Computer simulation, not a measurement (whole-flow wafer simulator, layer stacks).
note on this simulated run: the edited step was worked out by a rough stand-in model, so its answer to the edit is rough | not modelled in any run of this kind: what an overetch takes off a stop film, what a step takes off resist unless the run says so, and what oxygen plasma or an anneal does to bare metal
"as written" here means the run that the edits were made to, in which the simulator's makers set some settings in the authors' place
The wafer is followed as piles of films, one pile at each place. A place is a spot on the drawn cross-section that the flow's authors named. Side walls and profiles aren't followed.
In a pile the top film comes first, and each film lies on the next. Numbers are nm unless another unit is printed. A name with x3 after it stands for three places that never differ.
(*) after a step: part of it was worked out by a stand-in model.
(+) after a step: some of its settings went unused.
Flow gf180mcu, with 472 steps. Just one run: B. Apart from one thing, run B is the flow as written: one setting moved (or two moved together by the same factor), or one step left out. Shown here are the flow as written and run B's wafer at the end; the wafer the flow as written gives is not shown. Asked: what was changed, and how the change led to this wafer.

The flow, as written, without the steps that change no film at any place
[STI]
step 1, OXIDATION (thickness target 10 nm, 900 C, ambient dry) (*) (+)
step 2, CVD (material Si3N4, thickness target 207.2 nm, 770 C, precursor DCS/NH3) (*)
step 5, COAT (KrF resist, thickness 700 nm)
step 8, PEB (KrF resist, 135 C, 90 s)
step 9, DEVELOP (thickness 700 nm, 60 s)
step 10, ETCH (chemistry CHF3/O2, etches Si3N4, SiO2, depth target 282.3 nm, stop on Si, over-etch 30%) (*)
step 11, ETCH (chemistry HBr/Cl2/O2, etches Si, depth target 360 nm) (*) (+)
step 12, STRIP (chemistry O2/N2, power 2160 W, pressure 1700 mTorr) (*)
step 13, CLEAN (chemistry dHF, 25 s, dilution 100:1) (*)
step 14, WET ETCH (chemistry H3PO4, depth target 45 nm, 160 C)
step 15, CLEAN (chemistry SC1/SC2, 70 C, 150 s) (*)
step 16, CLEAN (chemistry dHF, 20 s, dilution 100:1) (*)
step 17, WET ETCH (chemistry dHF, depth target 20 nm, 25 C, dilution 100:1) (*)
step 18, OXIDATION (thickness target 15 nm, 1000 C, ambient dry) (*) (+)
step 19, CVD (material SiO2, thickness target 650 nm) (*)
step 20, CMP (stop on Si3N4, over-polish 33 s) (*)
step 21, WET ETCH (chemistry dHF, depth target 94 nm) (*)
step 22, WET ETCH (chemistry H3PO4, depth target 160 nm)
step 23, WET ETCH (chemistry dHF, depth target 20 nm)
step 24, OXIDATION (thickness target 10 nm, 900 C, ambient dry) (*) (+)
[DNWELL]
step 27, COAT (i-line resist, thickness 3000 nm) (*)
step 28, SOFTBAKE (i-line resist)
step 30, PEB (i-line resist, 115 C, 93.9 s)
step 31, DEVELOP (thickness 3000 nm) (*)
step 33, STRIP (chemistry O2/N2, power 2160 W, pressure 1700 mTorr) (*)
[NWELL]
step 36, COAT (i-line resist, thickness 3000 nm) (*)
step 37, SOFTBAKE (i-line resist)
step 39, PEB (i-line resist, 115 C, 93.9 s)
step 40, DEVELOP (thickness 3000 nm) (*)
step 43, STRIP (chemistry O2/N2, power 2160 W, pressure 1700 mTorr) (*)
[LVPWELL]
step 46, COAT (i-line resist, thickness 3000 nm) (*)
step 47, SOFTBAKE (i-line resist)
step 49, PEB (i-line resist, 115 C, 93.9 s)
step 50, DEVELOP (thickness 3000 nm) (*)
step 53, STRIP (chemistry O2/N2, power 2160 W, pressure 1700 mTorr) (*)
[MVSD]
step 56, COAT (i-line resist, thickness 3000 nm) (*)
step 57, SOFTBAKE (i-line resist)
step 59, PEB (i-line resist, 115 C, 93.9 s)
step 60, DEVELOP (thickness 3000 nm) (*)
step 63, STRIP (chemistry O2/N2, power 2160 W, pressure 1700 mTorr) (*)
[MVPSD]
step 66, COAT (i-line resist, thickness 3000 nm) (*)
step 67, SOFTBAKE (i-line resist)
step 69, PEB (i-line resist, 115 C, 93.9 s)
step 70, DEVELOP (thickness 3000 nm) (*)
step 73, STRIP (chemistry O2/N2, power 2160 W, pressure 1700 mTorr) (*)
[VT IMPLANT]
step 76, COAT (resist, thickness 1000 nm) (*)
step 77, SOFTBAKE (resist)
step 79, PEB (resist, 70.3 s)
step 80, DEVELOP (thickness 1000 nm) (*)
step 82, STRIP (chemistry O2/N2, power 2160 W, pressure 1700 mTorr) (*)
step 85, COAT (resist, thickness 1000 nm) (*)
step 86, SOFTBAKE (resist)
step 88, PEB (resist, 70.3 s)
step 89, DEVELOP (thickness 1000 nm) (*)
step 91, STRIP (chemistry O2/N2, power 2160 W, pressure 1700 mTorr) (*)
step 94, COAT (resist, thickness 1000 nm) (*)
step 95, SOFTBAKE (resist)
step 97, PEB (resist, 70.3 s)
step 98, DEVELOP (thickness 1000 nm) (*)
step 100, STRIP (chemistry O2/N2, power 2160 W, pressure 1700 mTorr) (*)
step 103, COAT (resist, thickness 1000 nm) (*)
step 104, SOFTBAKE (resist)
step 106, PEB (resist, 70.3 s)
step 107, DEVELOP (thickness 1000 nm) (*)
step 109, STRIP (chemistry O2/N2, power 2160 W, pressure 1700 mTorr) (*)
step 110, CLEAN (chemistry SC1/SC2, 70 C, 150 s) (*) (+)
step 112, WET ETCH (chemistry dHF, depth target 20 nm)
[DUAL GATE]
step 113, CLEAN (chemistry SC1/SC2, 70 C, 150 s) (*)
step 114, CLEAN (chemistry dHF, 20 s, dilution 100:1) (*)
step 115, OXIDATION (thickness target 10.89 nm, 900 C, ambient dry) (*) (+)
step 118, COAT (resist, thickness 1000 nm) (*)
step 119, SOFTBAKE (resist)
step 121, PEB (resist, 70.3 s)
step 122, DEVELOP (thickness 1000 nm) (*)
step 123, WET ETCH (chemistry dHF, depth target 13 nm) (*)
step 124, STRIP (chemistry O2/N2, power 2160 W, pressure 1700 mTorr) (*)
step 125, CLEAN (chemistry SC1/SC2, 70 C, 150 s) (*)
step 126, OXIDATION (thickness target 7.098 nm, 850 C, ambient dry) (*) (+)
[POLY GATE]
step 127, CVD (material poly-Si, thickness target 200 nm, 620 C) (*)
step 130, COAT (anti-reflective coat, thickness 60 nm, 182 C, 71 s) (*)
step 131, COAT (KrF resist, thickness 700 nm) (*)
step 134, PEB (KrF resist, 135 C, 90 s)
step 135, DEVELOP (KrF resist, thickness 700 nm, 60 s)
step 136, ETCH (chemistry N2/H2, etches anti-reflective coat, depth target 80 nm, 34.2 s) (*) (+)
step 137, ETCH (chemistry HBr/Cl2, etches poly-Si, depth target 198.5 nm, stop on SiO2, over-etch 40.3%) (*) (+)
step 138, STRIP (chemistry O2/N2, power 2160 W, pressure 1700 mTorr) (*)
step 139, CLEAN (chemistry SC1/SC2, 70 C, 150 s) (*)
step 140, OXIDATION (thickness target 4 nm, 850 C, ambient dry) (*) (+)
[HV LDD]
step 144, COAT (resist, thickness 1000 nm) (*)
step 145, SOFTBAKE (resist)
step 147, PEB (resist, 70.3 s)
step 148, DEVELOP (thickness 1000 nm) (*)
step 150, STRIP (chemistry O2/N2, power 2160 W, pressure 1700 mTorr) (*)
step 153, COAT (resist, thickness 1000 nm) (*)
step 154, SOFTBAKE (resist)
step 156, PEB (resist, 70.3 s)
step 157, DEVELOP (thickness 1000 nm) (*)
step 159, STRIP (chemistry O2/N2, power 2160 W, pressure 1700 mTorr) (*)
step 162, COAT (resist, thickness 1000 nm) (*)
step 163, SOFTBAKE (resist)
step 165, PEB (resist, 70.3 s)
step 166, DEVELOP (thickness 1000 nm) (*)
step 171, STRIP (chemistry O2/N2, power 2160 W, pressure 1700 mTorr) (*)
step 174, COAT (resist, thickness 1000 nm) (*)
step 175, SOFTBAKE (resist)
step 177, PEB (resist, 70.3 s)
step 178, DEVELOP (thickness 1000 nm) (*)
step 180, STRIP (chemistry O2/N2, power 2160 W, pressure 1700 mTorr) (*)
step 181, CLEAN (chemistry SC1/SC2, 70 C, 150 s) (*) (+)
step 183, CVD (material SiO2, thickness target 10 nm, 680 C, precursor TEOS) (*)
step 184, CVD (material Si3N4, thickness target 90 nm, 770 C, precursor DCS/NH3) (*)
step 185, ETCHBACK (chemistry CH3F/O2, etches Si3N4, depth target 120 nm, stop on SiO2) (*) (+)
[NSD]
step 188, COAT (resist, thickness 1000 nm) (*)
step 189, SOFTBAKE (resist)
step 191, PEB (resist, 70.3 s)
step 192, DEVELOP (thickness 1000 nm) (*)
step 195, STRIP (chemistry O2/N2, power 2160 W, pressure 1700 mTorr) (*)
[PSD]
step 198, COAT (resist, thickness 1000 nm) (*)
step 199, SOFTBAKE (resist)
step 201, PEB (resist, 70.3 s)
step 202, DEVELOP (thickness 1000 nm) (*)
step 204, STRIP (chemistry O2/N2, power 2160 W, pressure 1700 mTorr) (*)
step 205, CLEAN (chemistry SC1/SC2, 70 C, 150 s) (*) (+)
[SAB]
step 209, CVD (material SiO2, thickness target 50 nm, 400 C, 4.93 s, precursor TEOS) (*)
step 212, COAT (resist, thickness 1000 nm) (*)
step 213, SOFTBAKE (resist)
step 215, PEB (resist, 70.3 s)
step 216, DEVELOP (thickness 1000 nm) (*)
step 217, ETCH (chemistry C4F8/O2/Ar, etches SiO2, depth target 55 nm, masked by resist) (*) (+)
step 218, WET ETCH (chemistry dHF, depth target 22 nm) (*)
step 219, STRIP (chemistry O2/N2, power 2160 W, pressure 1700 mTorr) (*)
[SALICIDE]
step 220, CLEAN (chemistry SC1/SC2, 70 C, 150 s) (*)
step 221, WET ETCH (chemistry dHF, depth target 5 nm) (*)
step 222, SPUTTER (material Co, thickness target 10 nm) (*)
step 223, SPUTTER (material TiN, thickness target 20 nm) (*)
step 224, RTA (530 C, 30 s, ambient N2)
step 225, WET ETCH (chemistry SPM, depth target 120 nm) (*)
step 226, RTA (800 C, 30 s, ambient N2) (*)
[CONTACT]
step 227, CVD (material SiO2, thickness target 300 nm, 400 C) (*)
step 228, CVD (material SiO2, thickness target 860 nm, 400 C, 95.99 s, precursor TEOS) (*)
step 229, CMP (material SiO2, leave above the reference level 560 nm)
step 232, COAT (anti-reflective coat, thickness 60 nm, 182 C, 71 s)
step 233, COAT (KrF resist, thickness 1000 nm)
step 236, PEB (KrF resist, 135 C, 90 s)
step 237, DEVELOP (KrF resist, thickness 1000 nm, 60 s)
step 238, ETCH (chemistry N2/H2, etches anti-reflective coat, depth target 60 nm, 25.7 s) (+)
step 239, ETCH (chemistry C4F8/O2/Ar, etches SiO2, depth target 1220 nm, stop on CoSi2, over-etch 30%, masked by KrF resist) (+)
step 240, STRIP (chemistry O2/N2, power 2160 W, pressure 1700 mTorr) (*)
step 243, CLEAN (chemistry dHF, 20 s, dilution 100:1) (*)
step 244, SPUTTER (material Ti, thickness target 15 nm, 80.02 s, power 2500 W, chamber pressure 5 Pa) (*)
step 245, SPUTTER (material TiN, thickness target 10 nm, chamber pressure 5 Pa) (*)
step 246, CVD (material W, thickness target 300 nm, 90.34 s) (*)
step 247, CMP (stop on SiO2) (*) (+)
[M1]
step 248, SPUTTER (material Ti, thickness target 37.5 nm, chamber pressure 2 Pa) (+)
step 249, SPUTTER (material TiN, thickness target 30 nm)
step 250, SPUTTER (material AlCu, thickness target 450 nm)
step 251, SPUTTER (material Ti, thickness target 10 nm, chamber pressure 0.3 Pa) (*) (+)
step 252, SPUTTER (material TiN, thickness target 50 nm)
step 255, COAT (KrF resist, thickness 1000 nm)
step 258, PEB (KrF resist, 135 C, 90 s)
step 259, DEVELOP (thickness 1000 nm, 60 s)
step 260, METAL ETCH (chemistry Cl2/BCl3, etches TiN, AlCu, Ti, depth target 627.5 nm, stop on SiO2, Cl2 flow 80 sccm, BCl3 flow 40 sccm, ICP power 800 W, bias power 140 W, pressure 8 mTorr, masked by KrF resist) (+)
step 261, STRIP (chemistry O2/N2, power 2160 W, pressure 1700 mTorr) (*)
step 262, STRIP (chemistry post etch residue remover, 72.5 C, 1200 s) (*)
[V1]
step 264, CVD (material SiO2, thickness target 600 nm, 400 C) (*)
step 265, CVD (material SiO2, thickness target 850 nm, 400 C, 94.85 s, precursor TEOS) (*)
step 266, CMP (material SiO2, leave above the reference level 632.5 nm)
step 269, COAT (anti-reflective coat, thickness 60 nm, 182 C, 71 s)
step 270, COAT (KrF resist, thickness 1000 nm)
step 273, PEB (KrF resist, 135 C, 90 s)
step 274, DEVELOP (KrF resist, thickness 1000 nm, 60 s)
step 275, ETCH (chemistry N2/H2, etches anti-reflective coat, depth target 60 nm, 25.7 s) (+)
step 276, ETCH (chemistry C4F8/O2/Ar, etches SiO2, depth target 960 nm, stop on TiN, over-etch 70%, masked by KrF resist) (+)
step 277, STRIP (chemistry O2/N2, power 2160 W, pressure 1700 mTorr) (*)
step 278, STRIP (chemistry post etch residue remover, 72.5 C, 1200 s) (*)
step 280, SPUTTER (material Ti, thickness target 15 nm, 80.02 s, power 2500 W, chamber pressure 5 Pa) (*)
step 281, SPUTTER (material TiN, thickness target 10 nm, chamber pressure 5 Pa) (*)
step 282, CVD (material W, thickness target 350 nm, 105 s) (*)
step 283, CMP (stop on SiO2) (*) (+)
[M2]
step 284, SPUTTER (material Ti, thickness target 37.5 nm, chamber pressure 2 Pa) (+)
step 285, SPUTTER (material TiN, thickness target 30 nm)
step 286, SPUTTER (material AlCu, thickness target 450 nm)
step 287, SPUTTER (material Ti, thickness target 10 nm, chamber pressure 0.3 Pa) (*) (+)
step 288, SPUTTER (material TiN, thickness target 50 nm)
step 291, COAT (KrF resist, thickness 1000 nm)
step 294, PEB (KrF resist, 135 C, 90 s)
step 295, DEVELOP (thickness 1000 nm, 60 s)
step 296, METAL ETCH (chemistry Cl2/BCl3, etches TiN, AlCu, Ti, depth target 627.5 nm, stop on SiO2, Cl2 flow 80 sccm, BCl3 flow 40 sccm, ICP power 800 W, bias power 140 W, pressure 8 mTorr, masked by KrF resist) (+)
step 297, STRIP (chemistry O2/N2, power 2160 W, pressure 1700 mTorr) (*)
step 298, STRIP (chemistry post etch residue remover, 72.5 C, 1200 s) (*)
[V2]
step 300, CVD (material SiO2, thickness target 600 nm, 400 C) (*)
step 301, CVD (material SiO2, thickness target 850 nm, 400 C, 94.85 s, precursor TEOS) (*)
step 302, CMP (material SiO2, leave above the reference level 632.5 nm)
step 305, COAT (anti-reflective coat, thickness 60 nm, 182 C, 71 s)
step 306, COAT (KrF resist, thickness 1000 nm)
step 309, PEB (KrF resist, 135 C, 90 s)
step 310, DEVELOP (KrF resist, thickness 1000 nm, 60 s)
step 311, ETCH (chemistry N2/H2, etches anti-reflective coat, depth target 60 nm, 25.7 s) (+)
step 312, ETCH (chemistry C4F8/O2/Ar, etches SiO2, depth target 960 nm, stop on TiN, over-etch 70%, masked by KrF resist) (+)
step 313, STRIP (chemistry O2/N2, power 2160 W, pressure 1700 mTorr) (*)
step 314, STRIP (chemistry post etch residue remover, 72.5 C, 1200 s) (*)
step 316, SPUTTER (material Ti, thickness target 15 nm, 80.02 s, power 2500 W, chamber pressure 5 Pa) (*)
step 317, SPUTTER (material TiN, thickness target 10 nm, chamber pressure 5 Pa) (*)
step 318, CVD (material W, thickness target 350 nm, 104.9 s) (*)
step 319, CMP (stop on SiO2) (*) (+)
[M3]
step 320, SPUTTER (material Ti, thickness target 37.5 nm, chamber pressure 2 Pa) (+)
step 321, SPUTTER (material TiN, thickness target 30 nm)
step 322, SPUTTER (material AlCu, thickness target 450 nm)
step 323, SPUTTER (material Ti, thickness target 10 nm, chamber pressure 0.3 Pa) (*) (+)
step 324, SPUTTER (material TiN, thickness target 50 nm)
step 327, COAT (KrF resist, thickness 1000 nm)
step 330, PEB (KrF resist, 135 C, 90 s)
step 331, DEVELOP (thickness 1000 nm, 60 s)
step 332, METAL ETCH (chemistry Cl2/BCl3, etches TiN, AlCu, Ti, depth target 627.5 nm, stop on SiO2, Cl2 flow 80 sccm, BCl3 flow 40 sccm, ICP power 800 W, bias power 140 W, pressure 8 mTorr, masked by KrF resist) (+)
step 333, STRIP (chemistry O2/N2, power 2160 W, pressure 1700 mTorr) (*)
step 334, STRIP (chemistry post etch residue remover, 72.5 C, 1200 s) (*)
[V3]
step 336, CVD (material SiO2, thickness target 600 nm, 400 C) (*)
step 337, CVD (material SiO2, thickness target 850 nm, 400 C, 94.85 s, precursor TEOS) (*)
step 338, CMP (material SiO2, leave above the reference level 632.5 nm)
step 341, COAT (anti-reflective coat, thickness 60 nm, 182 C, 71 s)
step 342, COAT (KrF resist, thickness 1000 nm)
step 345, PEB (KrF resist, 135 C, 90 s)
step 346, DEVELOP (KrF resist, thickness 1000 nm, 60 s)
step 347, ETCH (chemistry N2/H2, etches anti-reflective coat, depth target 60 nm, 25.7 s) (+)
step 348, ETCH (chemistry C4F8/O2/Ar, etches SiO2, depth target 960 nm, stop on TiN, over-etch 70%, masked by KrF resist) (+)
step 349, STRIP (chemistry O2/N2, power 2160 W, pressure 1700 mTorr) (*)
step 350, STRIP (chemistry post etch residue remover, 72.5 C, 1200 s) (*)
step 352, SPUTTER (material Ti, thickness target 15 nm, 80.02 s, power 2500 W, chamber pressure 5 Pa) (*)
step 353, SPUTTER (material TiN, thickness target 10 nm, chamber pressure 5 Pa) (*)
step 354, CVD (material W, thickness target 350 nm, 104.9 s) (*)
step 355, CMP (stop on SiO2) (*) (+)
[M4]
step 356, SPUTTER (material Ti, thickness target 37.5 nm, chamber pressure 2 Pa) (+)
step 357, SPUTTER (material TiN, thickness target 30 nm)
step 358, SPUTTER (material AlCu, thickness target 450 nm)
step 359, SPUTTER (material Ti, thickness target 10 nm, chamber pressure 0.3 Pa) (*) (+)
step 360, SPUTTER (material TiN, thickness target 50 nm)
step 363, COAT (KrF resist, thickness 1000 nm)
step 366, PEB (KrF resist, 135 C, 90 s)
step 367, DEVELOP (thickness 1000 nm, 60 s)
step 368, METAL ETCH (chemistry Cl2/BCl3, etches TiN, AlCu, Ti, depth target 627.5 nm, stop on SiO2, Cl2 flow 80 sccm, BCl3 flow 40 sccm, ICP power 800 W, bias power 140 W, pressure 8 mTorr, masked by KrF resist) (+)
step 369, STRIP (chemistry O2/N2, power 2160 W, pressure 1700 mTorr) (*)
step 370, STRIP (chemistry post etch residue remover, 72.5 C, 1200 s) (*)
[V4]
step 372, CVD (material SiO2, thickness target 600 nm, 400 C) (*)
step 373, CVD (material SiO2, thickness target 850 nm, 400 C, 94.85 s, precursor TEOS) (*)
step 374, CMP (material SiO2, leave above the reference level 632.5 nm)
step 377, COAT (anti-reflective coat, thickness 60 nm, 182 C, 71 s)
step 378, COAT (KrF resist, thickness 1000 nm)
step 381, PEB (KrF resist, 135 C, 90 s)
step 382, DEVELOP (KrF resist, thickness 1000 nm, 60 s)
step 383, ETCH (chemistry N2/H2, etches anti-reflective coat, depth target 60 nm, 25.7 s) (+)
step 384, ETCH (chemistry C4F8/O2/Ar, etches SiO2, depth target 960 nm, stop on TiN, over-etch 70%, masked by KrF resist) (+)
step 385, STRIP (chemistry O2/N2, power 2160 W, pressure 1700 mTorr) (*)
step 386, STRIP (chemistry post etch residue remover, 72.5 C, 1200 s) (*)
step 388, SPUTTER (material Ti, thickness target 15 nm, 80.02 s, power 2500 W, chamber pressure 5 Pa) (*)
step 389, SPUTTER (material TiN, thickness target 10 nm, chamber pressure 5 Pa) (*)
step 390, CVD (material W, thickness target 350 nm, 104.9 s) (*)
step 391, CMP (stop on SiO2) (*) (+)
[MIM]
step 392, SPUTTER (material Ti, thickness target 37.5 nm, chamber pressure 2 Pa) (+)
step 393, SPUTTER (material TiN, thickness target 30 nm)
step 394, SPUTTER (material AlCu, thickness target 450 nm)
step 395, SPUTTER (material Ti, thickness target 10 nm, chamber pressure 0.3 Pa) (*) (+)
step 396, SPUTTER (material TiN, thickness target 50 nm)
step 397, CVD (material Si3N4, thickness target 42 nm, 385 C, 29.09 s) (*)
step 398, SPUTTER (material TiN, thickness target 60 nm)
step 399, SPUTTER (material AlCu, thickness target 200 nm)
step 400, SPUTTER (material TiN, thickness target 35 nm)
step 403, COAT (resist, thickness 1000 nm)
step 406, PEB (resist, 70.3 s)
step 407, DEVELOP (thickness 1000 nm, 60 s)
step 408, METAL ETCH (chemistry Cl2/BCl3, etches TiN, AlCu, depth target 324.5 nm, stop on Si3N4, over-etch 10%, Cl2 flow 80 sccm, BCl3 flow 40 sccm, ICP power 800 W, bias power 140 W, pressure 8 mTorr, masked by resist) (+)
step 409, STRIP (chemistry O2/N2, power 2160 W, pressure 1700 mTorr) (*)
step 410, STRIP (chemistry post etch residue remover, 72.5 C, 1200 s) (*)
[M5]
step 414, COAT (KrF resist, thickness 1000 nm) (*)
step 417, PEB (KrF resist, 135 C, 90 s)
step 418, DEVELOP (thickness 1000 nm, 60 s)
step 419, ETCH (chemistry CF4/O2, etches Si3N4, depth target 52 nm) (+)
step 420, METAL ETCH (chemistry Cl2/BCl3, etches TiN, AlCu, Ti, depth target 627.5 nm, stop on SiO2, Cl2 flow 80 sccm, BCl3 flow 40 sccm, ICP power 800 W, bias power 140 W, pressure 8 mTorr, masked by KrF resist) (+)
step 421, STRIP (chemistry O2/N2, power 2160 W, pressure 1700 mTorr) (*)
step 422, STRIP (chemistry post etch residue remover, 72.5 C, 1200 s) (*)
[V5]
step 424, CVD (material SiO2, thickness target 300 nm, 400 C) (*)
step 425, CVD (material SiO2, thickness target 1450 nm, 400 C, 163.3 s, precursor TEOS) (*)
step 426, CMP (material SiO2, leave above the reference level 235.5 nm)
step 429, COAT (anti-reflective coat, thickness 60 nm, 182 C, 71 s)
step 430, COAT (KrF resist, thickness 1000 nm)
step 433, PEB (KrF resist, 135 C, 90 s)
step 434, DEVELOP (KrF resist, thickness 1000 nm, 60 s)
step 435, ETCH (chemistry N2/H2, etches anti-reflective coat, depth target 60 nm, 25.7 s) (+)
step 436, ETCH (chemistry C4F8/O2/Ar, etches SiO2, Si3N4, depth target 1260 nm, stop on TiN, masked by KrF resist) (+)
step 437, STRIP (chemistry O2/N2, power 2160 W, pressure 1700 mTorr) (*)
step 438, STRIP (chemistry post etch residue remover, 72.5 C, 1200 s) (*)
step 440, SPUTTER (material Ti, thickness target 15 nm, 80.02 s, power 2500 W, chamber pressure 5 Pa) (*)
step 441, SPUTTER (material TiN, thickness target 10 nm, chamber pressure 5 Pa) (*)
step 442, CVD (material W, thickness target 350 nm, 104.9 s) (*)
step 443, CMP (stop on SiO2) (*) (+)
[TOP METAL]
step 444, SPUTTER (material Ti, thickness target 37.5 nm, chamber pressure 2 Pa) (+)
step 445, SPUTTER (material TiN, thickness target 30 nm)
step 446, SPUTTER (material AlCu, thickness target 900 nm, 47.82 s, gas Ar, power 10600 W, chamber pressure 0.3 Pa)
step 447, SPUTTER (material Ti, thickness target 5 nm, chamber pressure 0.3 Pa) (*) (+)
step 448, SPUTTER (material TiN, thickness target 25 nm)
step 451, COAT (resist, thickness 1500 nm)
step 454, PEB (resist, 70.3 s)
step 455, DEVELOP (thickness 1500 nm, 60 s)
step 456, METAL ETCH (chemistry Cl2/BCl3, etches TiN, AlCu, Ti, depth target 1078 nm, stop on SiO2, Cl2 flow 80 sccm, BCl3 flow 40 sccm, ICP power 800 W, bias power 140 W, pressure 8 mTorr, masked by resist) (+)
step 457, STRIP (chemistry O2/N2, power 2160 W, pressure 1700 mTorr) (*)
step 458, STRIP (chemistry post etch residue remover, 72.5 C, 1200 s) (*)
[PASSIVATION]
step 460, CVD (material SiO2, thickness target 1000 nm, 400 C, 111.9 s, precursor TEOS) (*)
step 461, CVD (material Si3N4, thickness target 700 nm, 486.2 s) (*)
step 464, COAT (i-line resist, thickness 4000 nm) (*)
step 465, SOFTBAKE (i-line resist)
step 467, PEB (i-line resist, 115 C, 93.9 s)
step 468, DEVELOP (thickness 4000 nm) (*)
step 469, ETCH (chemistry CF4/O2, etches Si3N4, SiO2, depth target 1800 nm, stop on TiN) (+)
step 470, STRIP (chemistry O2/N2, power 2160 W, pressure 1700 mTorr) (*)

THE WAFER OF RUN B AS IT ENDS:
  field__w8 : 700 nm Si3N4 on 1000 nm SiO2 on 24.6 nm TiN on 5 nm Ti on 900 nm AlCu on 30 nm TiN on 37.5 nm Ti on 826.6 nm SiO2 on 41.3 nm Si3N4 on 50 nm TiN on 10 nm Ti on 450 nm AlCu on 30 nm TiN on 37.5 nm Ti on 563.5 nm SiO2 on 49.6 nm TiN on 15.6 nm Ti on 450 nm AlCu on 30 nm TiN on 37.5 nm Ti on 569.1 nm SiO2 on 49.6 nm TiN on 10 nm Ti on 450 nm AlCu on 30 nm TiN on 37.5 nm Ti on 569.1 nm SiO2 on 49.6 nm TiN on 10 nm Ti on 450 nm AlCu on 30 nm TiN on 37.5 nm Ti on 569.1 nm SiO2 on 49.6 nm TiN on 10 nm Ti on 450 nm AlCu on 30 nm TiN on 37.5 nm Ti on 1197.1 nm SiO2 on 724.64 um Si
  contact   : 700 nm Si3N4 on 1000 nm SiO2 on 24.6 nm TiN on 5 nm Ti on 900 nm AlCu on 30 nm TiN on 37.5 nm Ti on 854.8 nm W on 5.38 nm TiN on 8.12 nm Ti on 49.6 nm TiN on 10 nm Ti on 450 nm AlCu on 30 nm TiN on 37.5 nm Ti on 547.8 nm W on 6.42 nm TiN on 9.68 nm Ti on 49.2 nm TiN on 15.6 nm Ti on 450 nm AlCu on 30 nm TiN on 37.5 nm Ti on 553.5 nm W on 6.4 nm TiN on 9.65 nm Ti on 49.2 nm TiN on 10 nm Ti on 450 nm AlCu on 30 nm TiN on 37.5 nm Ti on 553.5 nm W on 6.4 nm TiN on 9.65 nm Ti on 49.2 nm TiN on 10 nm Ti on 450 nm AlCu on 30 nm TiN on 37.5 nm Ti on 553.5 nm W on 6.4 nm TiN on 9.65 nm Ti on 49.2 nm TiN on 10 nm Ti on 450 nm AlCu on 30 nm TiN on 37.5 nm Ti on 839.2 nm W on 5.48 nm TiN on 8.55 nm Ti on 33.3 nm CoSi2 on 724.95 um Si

Cause: step 359, SPUTTER: thickness target 15.6 nm was run, whereas the flow has thickness target 10 nm.
The wafer lets one read it off: field__w8 has Ti 15.6, and step 359 as written asks for 10 nm.

The path from the change to this, step by step:
  step 359, SPUTTER (material Ti, thickness target 10 nm, chamber pressure 0.3 Pa) (*) (+)
      field, field__w1, field__w2 and 108 more: Ti gains 15.6 (new film) (it would be, as written: Ti gains 10 (new film))
  step 368, METAL ETCH (chemistry Cl2/BCl3, etches TiN, AlCu, Ti, depth target 627.5 nm, stop on SiO2, Cl2 flow 80 sccm, BCl3 flow 40 sccm, ICP power 800 W, bias power 140 W, pressure 8 mTorr, masked by KrF resist) (+)
      field, field__w1, field__w2 and 103 more: TiN loses 50 (all of it), Ti loses 15.6 (all of it), AlCu loses 450 (all of it), TiN loses 30 (all of it), Ti loses 37.5 (all of it) (it would be, as written: TiN loses 50 (all of it), Ti loses 10 (all of it), AlCu loses 450 (all of it), TiN loses 30 (all of it), Ti loses 37.5 (all of it))
